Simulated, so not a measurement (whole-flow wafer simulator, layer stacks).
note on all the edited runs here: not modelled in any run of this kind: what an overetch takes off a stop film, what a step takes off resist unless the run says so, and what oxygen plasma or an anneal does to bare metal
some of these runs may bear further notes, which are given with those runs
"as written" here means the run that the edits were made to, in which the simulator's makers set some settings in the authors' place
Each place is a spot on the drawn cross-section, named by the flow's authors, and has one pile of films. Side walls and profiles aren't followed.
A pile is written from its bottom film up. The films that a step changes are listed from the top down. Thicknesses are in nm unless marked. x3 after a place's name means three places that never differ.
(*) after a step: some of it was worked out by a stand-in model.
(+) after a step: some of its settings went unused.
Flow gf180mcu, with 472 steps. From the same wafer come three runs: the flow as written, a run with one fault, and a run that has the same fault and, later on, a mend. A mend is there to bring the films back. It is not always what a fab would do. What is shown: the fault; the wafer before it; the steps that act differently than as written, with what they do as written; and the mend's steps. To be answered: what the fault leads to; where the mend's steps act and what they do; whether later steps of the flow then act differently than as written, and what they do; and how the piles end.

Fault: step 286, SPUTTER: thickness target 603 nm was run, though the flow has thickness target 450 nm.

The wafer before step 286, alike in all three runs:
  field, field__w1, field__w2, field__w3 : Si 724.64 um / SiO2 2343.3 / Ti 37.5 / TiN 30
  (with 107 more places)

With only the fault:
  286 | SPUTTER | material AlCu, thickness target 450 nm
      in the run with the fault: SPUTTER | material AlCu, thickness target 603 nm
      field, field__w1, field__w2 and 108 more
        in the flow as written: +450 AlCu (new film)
        in the run with the fault: +603 AlCu (new film)
  Steps later in the flow that act otherwise than as written:
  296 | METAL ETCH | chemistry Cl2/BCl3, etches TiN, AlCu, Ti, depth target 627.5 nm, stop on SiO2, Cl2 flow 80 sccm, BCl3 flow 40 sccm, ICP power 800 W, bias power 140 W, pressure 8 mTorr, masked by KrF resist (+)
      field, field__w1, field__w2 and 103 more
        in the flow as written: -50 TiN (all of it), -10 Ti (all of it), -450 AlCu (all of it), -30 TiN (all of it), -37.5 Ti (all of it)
        in the run with the fault: -50 TiN (all of it), -10 Ti (all of it), -567.5 AlCu
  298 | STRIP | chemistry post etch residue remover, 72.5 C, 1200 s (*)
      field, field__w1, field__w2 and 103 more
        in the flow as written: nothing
        in the run with the fault: -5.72 AlCu
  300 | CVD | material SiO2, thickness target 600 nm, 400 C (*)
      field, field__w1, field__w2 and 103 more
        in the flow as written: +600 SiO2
        in the run with the fault: +600 SiO2 (new film)
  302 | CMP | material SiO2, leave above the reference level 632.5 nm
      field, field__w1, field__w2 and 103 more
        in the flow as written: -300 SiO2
        in the run with the fault: -244.3 SiO2
  At field, field__w1, field__w2 and 109 more, the piles at the end differ from the flow's by more than 2% or 0.5 nm, whichever is larger.
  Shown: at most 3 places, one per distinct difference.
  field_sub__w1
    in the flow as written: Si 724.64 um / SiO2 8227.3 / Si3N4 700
    in the run with the fault: Si 724.64 um / SiO2 2343.2 / Ti 37.5 / TiN 30 / AlCu 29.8 / SiO2 5939.7 / Si3N4 700
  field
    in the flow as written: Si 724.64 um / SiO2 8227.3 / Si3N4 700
    in the run with the fault: Si 724.64 um / SiO2 2343.3 / Ti 37.5 / TiN 30 / AlCu 29.8 / SiO2 5939.7 / Si3N4 700
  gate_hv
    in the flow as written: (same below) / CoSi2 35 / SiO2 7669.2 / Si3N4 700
    in the run with the fault: (same below) / CoSi2 35 / SiO2 1785.1 / Ti 37.5 / TiN 30 / AlCu 29.8 / SiO2 5939.7 / Si3N4 700

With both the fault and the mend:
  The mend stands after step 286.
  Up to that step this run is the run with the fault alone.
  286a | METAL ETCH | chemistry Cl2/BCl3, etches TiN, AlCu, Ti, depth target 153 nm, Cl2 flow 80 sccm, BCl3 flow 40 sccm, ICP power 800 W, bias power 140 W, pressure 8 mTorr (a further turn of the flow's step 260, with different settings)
      field, field__w1, field__w2 and 108 more
        -153 AlCu
  None of the later steps of the flow acts differently than as written at any place that is followed.
  The piles end the same as the flow's at every place that both follow.
